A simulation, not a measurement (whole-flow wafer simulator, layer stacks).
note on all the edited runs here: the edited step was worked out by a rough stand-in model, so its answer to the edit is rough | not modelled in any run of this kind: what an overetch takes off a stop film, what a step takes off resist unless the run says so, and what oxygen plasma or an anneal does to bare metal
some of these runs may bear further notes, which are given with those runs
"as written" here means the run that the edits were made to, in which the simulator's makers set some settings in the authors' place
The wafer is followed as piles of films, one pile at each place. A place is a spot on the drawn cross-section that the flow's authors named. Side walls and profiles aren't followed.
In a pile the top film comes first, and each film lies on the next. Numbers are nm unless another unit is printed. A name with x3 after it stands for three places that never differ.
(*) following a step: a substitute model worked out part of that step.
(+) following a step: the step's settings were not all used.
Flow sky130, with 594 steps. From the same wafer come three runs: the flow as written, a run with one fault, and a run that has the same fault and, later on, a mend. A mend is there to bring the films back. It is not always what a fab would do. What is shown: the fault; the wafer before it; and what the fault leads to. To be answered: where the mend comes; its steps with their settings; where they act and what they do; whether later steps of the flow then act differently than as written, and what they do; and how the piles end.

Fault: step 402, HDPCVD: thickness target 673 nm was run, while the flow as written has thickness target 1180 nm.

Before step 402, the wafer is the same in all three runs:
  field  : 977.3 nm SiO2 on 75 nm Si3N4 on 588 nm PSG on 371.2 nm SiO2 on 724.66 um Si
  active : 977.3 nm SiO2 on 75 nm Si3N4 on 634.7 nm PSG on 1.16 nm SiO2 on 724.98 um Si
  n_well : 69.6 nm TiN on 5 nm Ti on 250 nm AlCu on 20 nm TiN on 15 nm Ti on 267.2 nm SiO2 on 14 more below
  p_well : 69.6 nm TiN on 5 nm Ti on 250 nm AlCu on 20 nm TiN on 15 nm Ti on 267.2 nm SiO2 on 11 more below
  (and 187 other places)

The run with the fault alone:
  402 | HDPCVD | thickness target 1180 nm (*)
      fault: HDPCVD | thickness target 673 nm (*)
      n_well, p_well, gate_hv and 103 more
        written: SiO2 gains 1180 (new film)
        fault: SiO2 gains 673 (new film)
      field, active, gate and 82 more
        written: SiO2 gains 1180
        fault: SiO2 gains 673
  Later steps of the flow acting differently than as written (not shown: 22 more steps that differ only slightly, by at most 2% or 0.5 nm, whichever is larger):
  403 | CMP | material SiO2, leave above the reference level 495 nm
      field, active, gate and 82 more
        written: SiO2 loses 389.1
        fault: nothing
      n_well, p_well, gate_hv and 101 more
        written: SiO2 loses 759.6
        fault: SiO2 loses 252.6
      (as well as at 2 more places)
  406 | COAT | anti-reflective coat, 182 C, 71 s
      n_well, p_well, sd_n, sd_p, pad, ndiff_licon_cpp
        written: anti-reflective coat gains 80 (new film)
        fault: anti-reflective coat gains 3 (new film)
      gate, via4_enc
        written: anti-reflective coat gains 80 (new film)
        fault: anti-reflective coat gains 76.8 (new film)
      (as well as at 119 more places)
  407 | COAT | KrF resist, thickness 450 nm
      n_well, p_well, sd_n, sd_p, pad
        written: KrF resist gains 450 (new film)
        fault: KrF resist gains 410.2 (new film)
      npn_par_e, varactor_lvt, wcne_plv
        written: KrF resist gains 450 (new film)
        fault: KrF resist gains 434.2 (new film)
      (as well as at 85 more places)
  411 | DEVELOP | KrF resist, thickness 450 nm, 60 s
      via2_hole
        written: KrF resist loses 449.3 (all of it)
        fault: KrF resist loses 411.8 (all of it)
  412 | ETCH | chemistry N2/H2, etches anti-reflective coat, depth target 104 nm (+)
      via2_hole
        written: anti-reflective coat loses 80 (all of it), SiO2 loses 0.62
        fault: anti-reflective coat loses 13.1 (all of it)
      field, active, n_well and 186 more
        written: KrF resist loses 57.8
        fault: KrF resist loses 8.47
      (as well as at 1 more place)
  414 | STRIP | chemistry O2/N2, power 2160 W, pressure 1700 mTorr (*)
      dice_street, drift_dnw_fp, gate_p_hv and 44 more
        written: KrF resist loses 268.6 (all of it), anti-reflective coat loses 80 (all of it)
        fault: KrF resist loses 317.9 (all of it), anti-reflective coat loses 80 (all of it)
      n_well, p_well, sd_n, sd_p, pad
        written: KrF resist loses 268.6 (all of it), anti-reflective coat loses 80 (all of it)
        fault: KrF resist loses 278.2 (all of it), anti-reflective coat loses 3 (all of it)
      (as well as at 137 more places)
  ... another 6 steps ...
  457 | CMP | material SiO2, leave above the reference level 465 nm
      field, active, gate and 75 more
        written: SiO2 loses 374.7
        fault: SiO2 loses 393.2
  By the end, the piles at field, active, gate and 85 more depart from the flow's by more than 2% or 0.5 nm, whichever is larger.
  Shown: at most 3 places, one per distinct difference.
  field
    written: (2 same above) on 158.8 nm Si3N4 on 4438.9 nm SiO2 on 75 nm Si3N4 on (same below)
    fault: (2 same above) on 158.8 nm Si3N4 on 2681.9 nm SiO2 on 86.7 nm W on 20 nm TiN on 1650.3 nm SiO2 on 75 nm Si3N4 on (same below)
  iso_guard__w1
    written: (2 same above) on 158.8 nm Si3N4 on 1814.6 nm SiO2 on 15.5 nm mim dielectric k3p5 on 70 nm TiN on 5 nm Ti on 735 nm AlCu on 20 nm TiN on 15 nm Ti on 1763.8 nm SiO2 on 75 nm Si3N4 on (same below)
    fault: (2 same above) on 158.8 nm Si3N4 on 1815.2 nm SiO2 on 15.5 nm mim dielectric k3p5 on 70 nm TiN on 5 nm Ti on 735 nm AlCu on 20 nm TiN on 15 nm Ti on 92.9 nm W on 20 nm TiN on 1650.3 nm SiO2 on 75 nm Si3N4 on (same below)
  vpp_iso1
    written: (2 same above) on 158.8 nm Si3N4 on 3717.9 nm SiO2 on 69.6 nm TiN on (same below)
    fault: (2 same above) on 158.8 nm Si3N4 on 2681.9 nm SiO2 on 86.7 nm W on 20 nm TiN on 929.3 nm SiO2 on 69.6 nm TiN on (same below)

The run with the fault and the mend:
  After step 402 comes the mend.
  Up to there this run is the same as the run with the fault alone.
  402a | HDPCVD | thickness target 507 nm (*) (the flow's step 402 again, with other settings)
      field, active, n_well and 188 more
        SiO2 gains 507
  None of the later steps of the flow differs from how it acts as written, at any place that is followed, by more than 2% or 0.5 nm, whichever is larger.
  The piles end the same as the flow's at every place that both follow.
